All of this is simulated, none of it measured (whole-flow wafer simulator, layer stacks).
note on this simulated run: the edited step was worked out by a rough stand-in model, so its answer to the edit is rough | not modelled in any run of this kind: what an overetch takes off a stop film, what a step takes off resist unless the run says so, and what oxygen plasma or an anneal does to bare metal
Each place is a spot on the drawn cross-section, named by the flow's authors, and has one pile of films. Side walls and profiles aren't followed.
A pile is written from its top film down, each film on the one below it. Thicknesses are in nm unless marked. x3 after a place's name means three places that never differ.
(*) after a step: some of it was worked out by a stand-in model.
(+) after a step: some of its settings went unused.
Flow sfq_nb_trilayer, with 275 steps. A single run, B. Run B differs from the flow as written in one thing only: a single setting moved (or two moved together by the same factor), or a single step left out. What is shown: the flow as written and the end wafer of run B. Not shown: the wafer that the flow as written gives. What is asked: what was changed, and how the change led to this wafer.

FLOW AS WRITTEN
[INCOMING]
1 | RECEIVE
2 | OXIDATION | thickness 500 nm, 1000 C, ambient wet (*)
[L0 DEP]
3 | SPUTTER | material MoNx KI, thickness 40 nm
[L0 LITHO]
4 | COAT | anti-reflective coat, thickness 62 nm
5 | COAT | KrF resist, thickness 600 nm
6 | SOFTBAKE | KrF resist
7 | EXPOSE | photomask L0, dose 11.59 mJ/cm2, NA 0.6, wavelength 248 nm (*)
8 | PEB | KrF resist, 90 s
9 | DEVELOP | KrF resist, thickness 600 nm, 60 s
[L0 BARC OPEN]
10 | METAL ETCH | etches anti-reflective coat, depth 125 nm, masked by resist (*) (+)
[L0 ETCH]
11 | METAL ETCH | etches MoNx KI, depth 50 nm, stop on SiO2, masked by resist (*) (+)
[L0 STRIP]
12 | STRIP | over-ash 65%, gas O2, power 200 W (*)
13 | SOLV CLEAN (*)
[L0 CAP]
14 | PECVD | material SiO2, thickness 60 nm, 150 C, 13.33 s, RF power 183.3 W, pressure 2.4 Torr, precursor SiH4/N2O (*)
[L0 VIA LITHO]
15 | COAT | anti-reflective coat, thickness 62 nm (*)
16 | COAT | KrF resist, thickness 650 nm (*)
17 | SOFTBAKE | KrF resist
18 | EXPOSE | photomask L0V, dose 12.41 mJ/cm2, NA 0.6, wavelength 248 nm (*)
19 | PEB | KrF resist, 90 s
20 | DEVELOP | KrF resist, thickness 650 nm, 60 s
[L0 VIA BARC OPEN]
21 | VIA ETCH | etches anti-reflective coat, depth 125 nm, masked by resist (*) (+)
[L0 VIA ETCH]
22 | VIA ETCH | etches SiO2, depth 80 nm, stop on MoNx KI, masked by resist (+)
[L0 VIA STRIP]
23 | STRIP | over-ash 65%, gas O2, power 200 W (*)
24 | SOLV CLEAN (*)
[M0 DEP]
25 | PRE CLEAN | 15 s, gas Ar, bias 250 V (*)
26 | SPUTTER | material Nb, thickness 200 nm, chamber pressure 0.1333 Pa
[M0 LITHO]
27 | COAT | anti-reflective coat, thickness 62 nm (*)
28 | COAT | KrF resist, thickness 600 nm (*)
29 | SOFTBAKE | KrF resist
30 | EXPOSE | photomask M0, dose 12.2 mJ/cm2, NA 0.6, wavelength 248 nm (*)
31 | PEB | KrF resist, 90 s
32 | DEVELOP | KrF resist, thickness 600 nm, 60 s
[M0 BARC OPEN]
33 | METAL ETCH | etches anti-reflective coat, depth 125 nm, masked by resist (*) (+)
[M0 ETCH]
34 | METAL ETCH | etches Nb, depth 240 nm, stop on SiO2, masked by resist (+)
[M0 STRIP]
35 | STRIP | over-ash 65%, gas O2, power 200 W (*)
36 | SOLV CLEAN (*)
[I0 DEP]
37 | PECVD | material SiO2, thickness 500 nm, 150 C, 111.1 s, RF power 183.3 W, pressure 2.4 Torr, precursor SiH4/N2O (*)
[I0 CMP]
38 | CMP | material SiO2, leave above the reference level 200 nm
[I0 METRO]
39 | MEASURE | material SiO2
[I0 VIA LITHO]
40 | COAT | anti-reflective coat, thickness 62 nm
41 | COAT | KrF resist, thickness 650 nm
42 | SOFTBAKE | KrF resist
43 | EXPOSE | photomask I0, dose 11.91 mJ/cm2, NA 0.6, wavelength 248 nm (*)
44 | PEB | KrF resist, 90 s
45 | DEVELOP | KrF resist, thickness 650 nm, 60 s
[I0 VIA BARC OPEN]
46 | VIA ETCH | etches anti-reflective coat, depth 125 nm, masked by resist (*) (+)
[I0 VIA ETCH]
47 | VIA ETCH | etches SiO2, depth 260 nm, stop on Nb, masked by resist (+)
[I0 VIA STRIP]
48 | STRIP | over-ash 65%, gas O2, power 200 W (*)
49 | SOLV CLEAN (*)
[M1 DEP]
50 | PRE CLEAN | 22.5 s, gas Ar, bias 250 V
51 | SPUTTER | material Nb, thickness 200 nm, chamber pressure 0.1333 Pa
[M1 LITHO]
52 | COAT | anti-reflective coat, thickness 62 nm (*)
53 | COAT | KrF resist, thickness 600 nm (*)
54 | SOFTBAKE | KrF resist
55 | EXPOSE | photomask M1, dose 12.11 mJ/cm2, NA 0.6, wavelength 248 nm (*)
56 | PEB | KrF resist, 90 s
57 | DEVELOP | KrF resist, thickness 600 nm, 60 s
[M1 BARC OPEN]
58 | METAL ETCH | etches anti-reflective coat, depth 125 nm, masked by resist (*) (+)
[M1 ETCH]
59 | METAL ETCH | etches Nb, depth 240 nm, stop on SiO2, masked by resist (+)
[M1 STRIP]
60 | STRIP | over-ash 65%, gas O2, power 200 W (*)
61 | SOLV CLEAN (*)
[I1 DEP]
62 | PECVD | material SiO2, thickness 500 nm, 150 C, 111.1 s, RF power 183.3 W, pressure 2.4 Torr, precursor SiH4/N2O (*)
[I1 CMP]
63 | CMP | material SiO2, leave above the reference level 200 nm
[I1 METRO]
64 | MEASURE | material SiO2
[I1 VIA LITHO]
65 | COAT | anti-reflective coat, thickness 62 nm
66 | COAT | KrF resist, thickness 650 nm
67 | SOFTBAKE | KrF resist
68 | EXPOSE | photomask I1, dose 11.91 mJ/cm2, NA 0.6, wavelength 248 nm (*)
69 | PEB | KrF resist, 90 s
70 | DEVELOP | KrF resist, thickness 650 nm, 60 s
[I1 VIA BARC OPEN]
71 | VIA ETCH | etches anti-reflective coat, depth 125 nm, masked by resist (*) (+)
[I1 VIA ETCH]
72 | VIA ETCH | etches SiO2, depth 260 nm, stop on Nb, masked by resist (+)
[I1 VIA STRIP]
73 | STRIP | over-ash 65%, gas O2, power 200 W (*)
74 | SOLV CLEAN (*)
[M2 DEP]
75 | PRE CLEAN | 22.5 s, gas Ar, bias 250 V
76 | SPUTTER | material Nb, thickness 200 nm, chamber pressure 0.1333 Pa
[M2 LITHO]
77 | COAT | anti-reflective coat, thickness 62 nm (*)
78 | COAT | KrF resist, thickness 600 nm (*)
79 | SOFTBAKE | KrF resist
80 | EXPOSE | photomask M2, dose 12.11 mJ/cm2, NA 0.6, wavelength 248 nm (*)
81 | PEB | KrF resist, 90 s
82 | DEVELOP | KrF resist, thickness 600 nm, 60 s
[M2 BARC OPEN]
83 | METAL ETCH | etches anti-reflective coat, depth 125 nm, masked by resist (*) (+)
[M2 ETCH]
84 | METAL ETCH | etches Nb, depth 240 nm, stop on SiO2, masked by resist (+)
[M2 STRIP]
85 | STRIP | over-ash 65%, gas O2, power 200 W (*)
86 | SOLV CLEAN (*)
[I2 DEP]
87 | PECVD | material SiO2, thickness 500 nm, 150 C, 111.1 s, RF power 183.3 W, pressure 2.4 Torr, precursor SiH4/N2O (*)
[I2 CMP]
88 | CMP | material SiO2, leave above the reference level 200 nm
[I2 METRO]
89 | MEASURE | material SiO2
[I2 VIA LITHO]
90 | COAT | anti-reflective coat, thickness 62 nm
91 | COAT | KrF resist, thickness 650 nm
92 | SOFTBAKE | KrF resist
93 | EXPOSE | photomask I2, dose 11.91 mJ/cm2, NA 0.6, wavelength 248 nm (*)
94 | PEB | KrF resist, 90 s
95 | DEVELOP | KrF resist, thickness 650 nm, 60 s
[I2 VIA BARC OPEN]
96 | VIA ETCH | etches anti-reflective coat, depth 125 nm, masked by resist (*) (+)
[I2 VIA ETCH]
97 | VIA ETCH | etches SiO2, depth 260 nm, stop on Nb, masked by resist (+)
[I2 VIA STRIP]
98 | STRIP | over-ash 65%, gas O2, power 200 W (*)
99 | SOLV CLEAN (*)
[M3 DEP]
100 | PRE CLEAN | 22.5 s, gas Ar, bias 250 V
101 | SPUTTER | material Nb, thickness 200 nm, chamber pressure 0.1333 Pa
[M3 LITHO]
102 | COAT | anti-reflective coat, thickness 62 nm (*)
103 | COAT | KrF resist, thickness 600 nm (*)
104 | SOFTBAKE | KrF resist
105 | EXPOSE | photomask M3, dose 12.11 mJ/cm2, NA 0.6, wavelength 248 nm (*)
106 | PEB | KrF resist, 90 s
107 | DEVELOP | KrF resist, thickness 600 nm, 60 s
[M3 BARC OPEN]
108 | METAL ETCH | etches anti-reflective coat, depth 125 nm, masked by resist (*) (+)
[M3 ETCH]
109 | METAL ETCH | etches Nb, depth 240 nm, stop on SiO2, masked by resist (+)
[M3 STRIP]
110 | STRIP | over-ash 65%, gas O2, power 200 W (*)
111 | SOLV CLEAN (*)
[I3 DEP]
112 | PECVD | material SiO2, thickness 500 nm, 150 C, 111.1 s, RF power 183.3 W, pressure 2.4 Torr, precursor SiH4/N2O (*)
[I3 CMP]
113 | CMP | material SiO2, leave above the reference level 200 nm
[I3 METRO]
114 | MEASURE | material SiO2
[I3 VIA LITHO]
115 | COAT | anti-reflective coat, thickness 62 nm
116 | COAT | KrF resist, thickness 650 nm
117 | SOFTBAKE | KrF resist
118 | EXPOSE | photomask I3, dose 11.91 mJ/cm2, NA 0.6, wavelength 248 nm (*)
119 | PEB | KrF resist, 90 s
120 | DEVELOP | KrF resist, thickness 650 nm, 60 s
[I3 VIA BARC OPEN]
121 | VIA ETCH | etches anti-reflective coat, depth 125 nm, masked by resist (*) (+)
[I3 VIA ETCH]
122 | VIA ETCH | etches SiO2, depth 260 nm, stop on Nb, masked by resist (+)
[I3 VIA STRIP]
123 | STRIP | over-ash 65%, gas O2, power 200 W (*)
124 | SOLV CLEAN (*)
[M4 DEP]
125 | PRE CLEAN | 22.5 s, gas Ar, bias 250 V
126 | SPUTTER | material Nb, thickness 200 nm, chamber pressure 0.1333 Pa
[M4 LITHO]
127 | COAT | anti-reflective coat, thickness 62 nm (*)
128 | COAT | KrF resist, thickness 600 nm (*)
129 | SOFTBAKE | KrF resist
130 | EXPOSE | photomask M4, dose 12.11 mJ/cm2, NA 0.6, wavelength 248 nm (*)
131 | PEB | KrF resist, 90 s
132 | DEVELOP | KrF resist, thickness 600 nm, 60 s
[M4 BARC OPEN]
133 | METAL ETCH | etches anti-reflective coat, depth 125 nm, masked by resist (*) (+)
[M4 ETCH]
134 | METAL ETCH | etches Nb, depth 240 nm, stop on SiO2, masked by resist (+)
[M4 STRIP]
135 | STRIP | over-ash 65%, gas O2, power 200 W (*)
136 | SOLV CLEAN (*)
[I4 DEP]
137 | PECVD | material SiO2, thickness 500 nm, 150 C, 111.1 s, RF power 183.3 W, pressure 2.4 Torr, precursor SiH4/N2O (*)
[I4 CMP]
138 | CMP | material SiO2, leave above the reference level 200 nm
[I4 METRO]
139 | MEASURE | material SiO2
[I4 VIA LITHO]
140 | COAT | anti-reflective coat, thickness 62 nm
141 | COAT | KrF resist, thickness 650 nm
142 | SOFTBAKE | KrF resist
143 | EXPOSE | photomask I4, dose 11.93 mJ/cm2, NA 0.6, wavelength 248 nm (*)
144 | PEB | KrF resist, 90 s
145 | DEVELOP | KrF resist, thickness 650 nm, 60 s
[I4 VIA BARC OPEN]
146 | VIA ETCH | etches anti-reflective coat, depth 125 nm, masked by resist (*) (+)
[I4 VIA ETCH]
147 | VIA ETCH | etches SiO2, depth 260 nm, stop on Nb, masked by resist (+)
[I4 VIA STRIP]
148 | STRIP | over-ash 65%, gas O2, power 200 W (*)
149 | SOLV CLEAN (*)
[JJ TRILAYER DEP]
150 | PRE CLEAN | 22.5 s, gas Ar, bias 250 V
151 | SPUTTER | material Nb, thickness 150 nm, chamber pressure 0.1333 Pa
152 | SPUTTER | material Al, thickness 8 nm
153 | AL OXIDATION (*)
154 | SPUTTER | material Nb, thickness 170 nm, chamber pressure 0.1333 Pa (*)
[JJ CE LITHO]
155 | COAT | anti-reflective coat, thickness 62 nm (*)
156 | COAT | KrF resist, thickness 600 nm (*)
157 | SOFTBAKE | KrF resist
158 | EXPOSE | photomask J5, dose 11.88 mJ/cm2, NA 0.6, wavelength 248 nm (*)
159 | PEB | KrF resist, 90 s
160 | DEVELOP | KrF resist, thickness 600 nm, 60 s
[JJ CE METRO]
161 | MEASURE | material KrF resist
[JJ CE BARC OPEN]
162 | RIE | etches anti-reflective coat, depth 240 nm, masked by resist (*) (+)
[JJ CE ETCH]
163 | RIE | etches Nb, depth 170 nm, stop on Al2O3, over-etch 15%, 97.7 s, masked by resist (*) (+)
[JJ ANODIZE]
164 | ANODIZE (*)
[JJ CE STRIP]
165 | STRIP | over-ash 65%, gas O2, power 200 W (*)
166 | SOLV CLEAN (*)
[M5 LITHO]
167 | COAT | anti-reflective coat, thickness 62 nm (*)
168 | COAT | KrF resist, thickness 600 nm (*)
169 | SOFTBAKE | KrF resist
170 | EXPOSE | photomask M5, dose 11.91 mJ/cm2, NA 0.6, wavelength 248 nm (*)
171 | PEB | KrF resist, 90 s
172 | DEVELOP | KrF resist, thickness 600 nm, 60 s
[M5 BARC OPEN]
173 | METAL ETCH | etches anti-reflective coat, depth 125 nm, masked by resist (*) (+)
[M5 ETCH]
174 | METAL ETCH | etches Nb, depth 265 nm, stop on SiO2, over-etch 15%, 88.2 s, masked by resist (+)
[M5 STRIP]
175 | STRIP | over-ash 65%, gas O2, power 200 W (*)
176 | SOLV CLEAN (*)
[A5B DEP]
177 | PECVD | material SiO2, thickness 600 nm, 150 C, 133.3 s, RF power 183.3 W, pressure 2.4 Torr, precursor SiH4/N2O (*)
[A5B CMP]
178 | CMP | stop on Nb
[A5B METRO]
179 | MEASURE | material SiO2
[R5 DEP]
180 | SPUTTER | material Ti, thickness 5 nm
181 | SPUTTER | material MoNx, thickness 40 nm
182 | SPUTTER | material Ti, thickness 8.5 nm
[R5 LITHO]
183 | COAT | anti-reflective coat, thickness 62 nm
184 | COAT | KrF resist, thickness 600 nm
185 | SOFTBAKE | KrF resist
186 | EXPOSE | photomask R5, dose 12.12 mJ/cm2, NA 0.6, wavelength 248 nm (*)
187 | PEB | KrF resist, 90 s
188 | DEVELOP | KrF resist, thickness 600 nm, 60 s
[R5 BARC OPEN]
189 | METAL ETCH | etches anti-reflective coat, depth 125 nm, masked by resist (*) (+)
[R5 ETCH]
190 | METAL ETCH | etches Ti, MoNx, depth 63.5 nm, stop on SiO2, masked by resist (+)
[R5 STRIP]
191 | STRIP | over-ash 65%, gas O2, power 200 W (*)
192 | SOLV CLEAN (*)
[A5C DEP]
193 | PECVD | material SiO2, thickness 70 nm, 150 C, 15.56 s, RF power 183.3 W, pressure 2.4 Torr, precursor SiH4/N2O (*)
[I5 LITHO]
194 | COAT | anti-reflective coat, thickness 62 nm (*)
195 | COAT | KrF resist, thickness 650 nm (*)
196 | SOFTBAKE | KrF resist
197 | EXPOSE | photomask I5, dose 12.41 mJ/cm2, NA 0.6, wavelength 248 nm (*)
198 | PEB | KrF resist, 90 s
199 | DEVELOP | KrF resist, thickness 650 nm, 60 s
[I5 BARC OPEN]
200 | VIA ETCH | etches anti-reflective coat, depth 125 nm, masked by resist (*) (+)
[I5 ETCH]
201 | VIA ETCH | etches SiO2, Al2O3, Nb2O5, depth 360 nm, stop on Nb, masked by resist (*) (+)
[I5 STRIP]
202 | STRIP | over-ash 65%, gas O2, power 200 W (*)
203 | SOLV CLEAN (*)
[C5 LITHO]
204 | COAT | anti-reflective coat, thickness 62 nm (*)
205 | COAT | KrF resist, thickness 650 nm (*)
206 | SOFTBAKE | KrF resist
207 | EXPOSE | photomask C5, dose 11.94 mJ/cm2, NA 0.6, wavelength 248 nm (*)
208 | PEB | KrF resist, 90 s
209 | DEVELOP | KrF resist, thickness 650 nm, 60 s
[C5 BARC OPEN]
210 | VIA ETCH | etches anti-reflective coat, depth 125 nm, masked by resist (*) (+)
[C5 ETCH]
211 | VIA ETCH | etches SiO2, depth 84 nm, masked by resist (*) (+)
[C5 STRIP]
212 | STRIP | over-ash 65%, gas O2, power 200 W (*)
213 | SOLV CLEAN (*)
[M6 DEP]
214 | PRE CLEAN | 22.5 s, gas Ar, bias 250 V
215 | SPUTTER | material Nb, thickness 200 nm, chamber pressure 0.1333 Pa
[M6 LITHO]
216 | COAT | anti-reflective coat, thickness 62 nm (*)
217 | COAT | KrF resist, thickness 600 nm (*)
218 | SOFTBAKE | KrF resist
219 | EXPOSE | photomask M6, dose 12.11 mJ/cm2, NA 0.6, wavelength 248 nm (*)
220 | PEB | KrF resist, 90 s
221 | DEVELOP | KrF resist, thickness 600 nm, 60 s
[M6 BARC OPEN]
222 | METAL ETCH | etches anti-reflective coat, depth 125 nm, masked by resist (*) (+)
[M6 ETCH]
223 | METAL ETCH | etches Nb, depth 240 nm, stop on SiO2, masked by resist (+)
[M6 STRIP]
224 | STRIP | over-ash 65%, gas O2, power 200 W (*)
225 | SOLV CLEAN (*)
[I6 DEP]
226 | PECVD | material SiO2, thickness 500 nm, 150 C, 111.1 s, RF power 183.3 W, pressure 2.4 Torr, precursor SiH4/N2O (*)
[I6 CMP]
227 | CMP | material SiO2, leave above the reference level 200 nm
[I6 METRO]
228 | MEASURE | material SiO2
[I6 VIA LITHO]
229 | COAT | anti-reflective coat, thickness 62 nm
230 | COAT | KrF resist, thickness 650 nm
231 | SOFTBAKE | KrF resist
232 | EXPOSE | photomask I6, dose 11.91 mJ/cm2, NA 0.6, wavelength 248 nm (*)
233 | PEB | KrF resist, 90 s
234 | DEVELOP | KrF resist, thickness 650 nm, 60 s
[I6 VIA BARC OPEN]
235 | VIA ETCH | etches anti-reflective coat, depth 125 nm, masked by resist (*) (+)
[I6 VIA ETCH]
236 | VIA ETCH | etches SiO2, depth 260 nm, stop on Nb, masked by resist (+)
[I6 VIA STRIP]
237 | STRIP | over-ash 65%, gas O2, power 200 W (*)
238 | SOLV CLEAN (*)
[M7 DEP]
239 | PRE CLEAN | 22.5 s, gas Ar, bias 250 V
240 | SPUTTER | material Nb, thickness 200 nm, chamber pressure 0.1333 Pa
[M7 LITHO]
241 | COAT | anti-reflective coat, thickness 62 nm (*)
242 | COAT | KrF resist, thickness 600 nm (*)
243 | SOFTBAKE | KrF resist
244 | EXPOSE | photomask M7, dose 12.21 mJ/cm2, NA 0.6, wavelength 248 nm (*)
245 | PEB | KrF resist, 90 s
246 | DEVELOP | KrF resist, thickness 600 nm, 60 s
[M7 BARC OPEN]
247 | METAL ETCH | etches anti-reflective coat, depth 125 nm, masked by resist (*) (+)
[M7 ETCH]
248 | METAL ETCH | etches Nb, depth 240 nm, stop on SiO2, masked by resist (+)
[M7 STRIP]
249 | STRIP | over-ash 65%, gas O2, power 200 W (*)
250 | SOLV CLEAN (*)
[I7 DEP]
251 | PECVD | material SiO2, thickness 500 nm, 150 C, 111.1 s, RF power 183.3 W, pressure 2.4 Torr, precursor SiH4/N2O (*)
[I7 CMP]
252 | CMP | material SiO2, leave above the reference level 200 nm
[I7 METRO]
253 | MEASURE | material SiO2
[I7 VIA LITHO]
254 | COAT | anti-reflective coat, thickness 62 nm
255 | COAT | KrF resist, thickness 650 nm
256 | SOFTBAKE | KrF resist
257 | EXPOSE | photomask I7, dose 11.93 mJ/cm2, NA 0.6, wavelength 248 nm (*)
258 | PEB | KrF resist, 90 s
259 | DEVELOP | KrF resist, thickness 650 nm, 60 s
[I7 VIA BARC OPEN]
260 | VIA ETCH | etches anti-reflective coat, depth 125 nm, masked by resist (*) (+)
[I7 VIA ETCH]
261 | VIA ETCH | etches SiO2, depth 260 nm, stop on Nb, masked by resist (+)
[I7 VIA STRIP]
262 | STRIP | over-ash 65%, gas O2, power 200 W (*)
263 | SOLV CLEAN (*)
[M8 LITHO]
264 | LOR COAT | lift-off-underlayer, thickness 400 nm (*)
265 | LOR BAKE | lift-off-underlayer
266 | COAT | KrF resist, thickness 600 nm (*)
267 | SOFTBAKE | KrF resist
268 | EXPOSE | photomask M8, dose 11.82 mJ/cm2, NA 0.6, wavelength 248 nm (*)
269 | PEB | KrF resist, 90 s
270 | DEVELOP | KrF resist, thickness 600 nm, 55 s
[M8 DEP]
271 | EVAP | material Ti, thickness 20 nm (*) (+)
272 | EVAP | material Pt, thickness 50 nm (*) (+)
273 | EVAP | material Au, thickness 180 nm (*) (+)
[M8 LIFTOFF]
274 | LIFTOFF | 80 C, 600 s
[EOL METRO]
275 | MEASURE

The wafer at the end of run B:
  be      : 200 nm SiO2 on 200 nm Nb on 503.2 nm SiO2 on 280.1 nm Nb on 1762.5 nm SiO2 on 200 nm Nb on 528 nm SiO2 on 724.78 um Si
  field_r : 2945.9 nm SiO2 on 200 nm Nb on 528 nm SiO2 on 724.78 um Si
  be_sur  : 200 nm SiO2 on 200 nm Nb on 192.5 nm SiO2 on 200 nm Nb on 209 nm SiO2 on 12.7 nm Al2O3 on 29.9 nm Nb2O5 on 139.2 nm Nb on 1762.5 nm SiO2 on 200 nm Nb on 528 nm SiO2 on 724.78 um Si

Cause: step 14, PECVD: thickness 33 nm was run, while the flow as written has thickness 60 nm; step 14, PECVD: 7.333 s was run, where the flow has 13.33 s.

Step by step, how the change led to this:
  14 | PECVD | material SiO2, thickness 60 nm, 150 C, 13.33 s, RF power 183.3 W, pressure 2.4 Torr, precursor SiH4/N2O (*)
      v_sur, via_wl, via_w and 97 more: +33 SiO2 (as written it would have been: +60 SiO2)
      field_l, l0_sur, l0v, l0r_line_l, l0r_line_c, l0r_line_r: +33 SiO2 (new film) (as written it would have been: +60 SiO2 (new film))
  22 | VIA ETCH | etches SiO2, depth 80 nm, stop on MoNx KI, masked by resist (+)
      field_l, v_sur, via_wl and 102 more: -8.5 KrF resist (as written it would have been: -13.8 KrF resist)
      l0v: -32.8 SiO2 (all of it) (as written it would have been: -59.8 SiO2 (all of it))
  26 | SPUTTER | material Nb, thickness 200 nm, chamber pressure 0.1333 Pa
      l0v: +200 Nb (new film) (as written it would have been: +195.7 Nb (new film))
  27 | COAT | anti-reflective coat, thickness 62 nm (*)
      l0_sur: +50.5 anti-reflective coat (new film) (as written it would have been: +47.5 anti-reflective coat (new film))
      l0v: +69.6 anti-reflective coat (new film) (as written it would have been: +78 anti-reflective coat (new film))
  28 | COAT | KrF resist, thickness 600 nm (*)
      l0v: +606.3 KrF resist (new film) (as written it would have been: +622.9 KrF resist (new film))
  35 | STRIP | over-ash 65%, gas O2, power 200 W (*)
      l0_sur: -373.6 KrF resist (all of it), -50.5 anti-reflective coat (all of it) (as written it would have been: -372 KrF resist (all of it), -47.5 anti-reflective coat (all of it))
      l0v: -388.7 KrF resist (all of it), -69.6 anti-reflective coat (all of it) (as written it would have been: -405.3 KrF resist (all of it), -78 anti-reflective coat (all of it))
  38 | CMP | material SiO2, leave above the reference level 200 nm
      l0v: -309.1 SiO2 (as written it would have been: -277.8 SiO2)
